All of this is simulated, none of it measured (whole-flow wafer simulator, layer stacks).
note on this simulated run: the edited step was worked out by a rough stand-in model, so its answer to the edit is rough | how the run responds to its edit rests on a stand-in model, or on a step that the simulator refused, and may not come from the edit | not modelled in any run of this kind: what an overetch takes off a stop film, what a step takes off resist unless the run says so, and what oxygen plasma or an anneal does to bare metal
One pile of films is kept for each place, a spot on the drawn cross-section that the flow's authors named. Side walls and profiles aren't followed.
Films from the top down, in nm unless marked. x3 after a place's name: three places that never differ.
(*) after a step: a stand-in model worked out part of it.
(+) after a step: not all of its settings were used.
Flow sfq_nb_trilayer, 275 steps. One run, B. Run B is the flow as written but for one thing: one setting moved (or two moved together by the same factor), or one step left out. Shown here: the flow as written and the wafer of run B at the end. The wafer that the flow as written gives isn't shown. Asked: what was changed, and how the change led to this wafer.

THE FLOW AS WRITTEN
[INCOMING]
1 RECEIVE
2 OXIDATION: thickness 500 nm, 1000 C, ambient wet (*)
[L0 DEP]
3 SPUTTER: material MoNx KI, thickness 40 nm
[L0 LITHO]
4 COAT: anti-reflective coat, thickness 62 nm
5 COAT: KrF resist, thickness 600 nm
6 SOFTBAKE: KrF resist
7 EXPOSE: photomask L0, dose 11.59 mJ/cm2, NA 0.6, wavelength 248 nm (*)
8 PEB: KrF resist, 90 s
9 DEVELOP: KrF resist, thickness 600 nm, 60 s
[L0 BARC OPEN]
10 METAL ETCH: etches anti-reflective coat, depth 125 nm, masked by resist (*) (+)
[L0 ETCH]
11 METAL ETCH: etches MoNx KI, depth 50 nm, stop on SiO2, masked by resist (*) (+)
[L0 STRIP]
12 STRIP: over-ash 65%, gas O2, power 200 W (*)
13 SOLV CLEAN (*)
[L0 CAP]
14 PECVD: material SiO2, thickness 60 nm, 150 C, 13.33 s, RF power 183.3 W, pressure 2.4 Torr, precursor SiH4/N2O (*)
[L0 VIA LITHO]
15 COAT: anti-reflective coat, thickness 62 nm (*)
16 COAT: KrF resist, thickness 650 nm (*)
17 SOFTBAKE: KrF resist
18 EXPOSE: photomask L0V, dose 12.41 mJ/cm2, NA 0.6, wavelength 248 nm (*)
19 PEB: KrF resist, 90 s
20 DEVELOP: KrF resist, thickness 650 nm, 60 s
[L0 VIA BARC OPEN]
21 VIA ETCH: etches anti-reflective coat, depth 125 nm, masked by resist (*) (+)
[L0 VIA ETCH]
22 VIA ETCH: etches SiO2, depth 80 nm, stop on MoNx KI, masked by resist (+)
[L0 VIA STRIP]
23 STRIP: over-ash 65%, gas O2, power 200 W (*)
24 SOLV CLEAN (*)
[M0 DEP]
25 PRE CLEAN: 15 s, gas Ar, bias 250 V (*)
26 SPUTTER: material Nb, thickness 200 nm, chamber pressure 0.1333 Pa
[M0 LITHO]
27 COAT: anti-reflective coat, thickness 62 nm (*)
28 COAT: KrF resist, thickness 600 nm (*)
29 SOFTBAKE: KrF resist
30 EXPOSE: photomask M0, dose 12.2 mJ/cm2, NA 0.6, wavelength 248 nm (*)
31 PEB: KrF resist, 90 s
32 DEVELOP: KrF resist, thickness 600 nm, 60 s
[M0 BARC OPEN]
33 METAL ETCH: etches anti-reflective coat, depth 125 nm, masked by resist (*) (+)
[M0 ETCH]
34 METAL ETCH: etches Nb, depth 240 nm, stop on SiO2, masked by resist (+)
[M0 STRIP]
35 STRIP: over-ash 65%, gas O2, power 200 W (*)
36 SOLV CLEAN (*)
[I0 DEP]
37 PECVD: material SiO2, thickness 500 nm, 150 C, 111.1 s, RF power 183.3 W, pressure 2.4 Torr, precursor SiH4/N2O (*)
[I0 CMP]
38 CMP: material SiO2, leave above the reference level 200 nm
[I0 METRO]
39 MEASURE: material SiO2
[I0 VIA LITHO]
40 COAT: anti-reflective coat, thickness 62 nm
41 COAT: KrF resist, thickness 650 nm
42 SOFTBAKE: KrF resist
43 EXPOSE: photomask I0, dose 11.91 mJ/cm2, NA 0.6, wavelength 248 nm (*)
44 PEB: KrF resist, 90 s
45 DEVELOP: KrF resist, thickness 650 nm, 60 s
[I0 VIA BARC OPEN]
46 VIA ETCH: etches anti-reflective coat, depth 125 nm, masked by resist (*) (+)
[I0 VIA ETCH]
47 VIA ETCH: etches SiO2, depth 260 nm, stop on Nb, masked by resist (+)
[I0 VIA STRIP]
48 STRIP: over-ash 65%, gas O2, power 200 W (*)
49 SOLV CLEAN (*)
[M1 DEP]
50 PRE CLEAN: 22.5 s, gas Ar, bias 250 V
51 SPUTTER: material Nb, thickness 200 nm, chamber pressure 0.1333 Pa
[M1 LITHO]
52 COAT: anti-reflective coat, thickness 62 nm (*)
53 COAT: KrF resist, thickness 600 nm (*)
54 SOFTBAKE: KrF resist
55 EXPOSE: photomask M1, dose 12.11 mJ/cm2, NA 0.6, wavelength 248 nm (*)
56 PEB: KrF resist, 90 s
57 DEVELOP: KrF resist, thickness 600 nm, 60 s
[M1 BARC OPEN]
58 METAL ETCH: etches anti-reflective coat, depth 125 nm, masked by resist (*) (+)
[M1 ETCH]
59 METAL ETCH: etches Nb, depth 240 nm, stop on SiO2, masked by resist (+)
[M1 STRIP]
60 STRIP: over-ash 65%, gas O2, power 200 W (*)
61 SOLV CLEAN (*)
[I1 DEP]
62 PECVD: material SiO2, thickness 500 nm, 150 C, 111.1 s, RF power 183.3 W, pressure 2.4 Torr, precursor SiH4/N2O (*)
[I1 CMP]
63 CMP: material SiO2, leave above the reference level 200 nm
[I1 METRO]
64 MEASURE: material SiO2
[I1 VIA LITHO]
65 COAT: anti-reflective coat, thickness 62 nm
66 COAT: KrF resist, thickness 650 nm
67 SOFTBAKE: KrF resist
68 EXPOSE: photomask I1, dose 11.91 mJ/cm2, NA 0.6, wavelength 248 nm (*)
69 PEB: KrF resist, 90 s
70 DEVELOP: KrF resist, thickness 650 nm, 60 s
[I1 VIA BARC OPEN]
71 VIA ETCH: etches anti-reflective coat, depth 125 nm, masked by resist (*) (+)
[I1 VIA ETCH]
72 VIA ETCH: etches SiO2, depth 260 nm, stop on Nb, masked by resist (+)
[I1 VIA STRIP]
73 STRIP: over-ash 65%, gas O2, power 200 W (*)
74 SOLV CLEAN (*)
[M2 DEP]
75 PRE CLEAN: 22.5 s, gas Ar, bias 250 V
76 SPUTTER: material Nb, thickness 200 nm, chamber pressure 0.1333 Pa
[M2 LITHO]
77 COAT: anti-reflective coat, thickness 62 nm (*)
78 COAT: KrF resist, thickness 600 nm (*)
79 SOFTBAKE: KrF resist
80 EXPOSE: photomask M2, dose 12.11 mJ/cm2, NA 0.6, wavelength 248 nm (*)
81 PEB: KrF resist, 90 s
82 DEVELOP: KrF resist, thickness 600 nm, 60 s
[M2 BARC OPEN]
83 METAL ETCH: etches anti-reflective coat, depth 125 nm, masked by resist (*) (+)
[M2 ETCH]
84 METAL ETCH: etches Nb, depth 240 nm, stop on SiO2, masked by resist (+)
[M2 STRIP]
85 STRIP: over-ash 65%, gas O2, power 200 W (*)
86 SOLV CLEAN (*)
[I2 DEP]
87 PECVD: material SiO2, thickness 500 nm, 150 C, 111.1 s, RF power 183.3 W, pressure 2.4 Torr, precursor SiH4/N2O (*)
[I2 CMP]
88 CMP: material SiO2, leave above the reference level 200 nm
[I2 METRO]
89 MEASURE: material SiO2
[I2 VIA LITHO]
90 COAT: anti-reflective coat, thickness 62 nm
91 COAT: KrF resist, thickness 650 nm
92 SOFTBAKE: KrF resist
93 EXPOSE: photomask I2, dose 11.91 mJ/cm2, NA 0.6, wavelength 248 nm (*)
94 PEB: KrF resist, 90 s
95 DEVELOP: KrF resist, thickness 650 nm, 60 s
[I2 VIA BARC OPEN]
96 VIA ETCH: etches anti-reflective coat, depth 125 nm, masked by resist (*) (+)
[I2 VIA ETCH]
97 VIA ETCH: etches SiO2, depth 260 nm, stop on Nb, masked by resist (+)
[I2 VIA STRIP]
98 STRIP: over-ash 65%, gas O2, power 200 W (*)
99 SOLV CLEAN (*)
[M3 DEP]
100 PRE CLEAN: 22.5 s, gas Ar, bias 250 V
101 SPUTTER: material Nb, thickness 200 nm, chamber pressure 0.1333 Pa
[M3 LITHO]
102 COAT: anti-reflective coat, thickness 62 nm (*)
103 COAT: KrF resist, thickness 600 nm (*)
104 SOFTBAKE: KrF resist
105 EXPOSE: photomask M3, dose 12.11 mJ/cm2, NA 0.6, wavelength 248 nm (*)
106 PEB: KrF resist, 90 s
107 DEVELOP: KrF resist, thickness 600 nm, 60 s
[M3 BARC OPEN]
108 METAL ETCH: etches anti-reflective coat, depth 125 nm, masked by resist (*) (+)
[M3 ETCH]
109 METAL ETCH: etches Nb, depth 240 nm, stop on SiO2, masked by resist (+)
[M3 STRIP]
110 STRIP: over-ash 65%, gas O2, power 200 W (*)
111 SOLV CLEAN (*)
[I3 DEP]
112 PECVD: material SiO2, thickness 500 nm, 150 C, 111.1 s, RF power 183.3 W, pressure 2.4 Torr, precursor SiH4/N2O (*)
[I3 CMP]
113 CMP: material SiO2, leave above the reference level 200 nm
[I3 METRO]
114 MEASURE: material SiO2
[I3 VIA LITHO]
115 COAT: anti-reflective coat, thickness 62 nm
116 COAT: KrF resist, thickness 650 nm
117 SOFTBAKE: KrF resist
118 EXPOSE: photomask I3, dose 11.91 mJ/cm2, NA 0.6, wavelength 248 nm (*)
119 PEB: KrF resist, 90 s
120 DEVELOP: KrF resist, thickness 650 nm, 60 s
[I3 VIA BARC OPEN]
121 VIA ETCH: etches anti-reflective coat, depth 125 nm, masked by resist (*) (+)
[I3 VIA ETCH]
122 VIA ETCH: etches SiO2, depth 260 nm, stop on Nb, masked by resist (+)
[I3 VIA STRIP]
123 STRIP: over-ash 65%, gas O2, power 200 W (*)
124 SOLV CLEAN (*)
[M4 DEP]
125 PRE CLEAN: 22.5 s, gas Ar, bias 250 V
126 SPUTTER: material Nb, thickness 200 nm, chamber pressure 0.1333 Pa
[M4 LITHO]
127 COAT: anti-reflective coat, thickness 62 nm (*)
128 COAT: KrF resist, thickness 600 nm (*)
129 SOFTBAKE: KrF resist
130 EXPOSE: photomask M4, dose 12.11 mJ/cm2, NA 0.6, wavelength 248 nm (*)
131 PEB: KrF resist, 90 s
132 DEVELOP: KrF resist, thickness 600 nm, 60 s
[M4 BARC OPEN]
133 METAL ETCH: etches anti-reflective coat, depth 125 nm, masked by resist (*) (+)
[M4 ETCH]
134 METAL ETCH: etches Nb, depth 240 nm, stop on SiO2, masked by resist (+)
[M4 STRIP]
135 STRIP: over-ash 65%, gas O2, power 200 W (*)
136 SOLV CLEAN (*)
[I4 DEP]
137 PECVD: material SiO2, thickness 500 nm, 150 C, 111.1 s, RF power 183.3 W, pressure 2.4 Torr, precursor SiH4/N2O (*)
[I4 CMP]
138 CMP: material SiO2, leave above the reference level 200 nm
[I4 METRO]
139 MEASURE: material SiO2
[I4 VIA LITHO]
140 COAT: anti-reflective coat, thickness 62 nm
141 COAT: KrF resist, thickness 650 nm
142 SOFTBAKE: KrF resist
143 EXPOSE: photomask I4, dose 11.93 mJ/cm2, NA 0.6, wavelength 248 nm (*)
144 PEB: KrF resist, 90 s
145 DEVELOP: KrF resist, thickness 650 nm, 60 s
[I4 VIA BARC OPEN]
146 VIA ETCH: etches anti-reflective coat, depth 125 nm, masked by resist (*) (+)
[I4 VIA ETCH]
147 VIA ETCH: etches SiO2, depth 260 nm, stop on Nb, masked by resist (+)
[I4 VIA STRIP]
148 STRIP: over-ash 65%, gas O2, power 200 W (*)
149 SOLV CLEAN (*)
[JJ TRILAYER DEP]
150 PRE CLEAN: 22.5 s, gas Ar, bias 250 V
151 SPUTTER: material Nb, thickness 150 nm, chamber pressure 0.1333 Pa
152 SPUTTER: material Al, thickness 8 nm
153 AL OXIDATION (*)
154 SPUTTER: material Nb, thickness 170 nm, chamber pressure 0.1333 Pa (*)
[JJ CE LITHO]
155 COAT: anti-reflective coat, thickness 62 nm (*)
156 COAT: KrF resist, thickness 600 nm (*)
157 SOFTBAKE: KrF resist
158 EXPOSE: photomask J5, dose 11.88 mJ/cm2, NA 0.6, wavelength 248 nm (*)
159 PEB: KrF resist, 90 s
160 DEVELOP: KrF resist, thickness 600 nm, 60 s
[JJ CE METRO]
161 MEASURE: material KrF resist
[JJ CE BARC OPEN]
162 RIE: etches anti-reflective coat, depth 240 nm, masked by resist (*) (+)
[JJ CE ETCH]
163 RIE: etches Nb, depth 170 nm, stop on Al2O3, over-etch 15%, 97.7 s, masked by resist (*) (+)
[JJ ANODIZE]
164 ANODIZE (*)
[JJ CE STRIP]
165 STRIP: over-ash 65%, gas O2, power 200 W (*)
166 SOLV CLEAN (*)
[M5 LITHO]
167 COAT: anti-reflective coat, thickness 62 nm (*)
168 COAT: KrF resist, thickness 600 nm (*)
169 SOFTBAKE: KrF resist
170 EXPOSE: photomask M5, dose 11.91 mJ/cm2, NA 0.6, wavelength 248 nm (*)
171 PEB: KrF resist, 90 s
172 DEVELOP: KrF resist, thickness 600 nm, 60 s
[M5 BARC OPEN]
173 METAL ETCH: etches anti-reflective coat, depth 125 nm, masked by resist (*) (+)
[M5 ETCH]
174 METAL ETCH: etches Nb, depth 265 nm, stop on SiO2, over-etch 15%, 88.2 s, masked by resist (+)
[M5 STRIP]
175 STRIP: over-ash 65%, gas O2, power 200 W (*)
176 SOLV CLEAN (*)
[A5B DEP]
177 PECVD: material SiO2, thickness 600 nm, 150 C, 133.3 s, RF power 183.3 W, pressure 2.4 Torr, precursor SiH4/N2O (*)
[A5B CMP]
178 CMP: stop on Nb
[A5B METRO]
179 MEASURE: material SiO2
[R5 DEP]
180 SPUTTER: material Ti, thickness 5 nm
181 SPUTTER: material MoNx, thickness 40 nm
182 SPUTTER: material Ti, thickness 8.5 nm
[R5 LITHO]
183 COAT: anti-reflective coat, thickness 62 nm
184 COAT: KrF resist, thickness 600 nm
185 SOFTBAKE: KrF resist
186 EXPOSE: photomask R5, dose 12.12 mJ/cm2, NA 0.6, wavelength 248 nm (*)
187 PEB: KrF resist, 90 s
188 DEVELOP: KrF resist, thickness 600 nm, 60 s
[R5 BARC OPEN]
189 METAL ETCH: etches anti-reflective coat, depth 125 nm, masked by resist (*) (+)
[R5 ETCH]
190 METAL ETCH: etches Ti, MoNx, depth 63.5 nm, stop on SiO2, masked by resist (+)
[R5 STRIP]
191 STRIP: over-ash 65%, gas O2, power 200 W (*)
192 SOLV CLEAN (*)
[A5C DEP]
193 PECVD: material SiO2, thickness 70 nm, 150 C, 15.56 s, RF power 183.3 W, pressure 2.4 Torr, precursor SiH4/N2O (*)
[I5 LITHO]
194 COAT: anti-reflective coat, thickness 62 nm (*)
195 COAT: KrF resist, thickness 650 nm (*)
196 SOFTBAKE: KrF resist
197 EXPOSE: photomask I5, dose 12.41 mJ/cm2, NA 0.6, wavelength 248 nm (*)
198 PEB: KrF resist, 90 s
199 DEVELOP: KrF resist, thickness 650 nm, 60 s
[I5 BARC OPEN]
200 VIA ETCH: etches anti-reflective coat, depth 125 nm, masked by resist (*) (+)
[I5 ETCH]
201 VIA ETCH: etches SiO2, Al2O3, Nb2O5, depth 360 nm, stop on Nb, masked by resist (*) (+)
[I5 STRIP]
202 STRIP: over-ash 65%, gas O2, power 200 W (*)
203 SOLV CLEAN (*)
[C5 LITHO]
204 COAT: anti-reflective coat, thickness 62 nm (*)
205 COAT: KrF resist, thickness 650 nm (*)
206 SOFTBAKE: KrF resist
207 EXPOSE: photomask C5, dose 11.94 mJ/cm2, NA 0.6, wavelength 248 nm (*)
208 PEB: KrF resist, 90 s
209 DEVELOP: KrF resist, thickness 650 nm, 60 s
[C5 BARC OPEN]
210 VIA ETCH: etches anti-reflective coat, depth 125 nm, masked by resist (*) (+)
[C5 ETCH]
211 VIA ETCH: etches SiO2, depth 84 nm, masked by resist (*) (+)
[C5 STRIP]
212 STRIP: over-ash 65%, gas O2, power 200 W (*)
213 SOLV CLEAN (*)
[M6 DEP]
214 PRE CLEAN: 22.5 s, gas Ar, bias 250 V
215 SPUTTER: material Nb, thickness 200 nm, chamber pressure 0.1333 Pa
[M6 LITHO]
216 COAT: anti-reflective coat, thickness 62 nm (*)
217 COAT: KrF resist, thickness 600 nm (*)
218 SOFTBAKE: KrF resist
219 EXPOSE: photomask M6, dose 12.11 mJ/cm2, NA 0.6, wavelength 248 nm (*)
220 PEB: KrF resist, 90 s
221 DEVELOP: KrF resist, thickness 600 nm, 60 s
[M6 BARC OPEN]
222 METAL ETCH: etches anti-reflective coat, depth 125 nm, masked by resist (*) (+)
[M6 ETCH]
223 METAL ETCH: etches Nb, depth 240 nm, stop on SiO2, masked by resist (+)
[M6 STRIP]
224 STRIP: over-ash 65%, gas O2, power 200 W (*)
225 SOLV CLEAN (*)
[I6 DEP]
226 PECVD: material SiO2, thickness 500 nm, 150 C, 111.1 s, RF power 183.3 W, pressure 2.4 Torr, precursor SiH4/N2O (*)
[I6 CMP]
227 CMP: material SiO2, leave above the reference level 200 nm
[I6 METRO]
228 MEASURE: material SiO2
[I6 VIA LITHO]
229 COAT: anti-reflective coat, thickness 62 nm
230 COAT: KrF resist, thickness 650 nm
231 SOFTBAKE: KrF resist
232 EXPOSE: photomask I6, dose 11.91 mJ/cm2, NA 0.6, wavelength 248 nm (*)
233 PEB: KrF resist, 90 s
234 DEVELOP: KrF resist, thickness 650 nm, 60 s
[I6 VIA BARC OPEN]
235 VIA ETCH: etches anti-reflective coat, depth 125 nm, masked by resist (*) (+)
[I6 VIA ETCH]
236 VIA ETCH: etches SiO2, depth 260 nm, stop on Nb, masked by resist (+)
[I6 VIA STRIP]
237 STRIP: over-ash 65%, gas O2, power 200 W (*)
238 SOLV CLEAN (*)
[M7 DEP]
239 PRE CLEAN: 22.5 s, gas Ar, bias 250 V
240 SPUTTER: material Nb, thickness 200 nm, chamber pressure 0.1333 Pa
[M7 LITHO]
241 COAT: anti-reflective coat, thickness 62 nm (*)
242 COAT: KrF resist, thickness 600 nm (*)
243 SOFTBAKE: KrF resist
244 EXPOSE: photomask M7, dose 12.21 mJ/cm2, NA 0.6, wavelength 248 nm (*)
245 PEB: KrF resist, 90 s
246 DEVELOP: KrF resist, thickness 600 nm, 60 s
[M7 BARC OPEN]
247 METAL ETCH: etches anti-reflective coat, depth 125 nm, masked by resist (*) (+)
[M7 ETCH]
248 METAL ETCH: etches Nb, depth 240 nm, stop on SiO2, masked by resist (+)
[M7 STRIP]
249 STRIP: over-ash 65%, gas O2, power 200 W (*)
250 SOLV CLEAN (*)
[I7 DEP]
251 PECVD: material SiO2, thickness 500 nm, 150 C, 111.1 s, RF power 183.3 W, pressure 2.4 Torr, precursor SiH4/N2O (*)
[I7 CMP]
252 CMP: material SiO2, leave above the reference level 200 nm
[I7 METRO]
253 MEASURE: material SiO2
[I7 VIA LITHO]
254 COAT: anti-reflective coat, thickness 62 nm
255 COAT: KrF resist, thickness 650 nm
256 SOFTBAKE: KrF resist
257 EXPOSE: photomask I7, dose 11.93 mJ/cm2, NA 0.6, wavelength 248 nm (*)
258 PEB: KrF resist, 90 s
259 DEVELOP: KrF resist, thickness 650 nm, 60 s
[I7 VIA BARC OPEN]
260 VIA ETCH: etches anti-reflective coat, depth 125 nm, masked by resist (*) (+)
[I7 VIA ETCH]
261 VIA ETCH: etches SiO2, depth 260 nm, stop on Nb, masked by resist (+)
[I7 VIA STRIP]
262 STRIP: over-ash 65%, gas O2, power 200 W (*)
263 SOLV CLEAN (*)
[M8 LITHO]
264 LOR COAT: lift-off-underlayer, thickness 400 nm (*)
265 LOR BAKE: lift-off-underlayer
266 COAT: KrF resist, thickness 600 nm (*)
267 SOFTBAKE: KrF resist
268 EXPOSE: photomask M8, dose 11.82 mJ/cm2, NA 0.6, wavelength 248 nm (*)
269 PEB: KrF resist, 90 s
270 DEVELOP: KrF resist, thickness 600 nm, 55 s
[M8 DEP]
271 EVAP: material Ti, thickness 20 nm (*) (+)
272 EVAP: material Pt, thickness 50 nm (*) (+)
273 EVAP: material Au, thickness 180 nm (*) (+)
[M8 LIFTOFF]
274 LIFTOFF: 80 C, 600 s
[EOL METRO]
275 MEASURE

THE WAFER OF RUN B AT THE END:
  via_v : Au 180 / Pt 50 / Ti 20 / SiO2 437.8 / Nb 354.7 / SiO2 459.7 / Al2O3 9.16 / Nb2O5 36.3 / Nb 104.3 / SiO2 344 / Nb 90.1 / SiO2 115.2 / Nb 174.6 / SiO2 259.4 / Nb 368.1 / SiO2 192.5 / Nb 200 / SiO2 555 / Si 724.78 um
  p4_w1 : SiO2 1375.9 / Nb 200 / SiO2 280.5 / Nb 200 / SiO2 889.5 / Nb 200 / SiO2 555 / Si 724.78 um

The cause: step 87, PECVD: thickness 312 nm was run, where the flow has thickness 500 nm; step 87, PECVD: 69.44 s was run, where the flow has 111.1 s.

How the change led to this, step by step:
  87 PECVD: material SiO2, thickness 500 nm, 150 C, 111.1 s, RF power 183.3 W, pressure 2.4 Torr, precursor SiH4/N2O (*)
      field_l, be, be_sur and 81 more: SiO2 +312 (as written it would be: SiO2 +500)
      v_sur, via_wl, via_w and 18 more: SiO2 +312 (new film) (as written it would be: SiO2 +500 (new film))
      (and at 1 more place)
  88 CMP: material SiO2, leave above the reference level 200 nm
      field_l, be, be_sur and 81 more: nothing (as written it would be: SiO2 -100)
      via_v: nothing (as written it would be: SiO2 -181.6)
      (and at 21 more places)
  90 COAT: anti-reflective coat, thickness 62 nm
      m0r_line_l, m0r_line_r, m6r_line_l, m6r_line_r, m7r_line_l, m7r_line_r: anti-reflective coat +63.5 (new film) (as written it would be: anti-reflective coat +62 (new film))
      m0r_space_l, m0r_space_r, m6r_space_l, m6r_space_r, m7r_space_l, m7r_space_r: anti-reflective coat +74.3 (new film) (as written it would be: anti-reflective coat +62 (new film))
      (and at 59 more places)
  91 COAT: KrF resist, thickness 650 nm
      m0r_line_l, m0r_line_r, m6r_line_l, m6r_line_r, m7r_line_l, m7r_line_r: KrF resist +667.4 (new film) (as written it would be: KrF resist +650 (new film))
      m5r_linepad_l, m5r_linepad_r: KrF resist +630.9 (new film) (as written it would be: KrF resist +650 (new film))
      (and at 29 more places)
  95 DEVELOP: KrF resist, thickness 650 nm, 60 s
      via_w: KrF resist -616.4 (all of it) (as written it would be: KrF resist -648.6 (all of it))
  96 VIA ETCH: etches anti-reflective coat, depth 125 nm, masked by resist (*) (+)
      field_l, v_sur, via_wl and 102 more: KrF resist -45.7 (as written it would be: KrF resist -51.7)
      via_w: anti-reflective coat -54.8 (all of it), SiO2 -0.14 (as written it would be: anti-reflective coat -62 (all of it), SiO2 -0.16)
  98 STRIP: over-ash 65%, gas O2, power 200 W (*)
      m0r_line_l, m0r_line_r, m6r_line_l, m6r_line_r, m7r_line_l, m7r_line_r: KrF resist -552 (all of it), anti-reflective coat -63.5 (all of it) (as written it would be: KrF resist -528.6 (all of it), anti-reflective coat -62 (all of it))
      m0r_space_l, m0r_space_r, m6r_space_l, m6r_space_r, m7r_space_l, m7r_space_r: KrF resist -544.8 (all of it), anti-reflective coat -74.3 (all of it) (as written it would be: KrF resist -528.6 (all of it), anti-reflective coat -62 (all of it))
      (and at 67 more places)
  101 SPUTTER: material Nb, thickness 200 nm, chamber pressure 0.1333 Pa
      via_v: Nb +174.6 (new film) (as written it would be: Nb +200 (new film))
  102 COAT: anti-reflective coat, thickness 62 nm (*)
      m0r_line_l, m0r_line_r, m6r_line_l, m6r_line_r, m7r_line_l, m7r_line_r: anti-reflective coat +63.6 (new film) (as written it would be: anti-reflective coat +62 (new film))
      m0r_space_l, m0r_space_r, m6r_space_l, m6r_space_r, m7r_space_l, m7r_space_r: anti-reflective coat +72 (new film) (as written it would be: anti-reflective coat +62 (new film))
      (and at 59 more places)
  103 COAT: KrF resist, thickness 600 nm (*)
      m0r_line_l, m0r_line_r, m6r_line_l, m6r_line_r, m7r_line_l, m7r_line_r: KrF resist +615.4 (new film) (as written it would be: KrF resist +600 (new film))
      wl_c_m6, r5r_spacepad_l: KrF resist +585.2 (new film) (as written it would be: KrF resist +600 (new film))
      (and at 27 more places)
  107 DEVELOP: KrF resist, thickness 600 nm, 60 s
      m0r_line_l, m0r_line_r, m6r_line_l, m6r_line_r, m7r_line_l, m7r_line_r: KrF resist -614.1 (all of it) (as written it would be: KrF resist -598.7 (all of it))
      m5r_linepad_l, m5r_linepad_r: KrF resist -579.6 (all of it) (as written it would be: KrF resist -598.7 (all of it))
      (and at 14 more places)
  108 METAL ETCH: etches anti-reflective coat, depth 125 nm, masked by resist (*) (+)
      v_sur, via_wl, via_w and 28 more: KrF resist -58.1 (as written it would be: KrF resist -51.7)
      m0r_line_l, m0r_line_r, m6r_line_l, m6r_line_r, m7r_line_l, m7r_line_r: anti-reflective coat -63.6 (all of it) (as written it would be: anti-reflective coat -62 (all of it))
      (and at 43 more places)
  110 STRIP: over-ash 65%, gas O2, power 200 W (*)
      v_sur: KrF resist -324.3 (all of it), anti-reflective coat -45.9 (all of it) (as written it would be: KrF resist -365.3 (all of it), anti-reflective coat -61.1 (all of it))
      via_wl: KrF resist -336.7 (all of it), anti-reflective coat -31.3 (all of it) (as written it would be: KrF resist -384.2 (all of it), anti-reflective coat -34.2 (all of it))
      (and at 20 more places)
  112 PECVD: material SiO2, thickness 500 nm, 150 C, 111.1 s, RF power 183.3 W, pressure 2.4 Torr, precursor SiH4/N2O (*)
      via_v: SiO2 +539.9 (new film) (as written it would be: SiO2 +500 (new film))
  113 CMP: material SiO2, leave above the reference level 200 nm
      field_l, be, be_sur and 64 more: SiO2 -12 (as written it would be: SiO2 -100)
      p4_w1, p4_w2, p4_w3 and 6 more: SiO2 -212 (as written it would be: SiO2 -300)
      (and at 9 more places)
  122 VIA ETCH: etches SiO2, depth 260 nm, stop on Nb, masked by resist (+)
      via_v: SiO2 -260 (as written it would be: SiO2 -199.8 (all of it))
  ... 24 more steps ...
  178 CMP: stop on Nb
      via_v: SiO2 -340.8 (as written it would be: SiO2 -453.5)
Counting metal films that touch as one body, via_v has 7 bodies (between them, from the top down: SiO2 437.8; SiO2 459.7 / Al2O3 9.16 / Nb2O5 36.3; SiO2 344; SiO2 115.2; SiO2 259.4; SiO2 192.5); the flow as written gives 6 bodies (between them, from the top down: SiO2 437.8; SiO2 209 / Al2O3 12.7 / Nb2O5 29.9; SiO2 425.9; SiO2 416.9; SiO2 192.5).
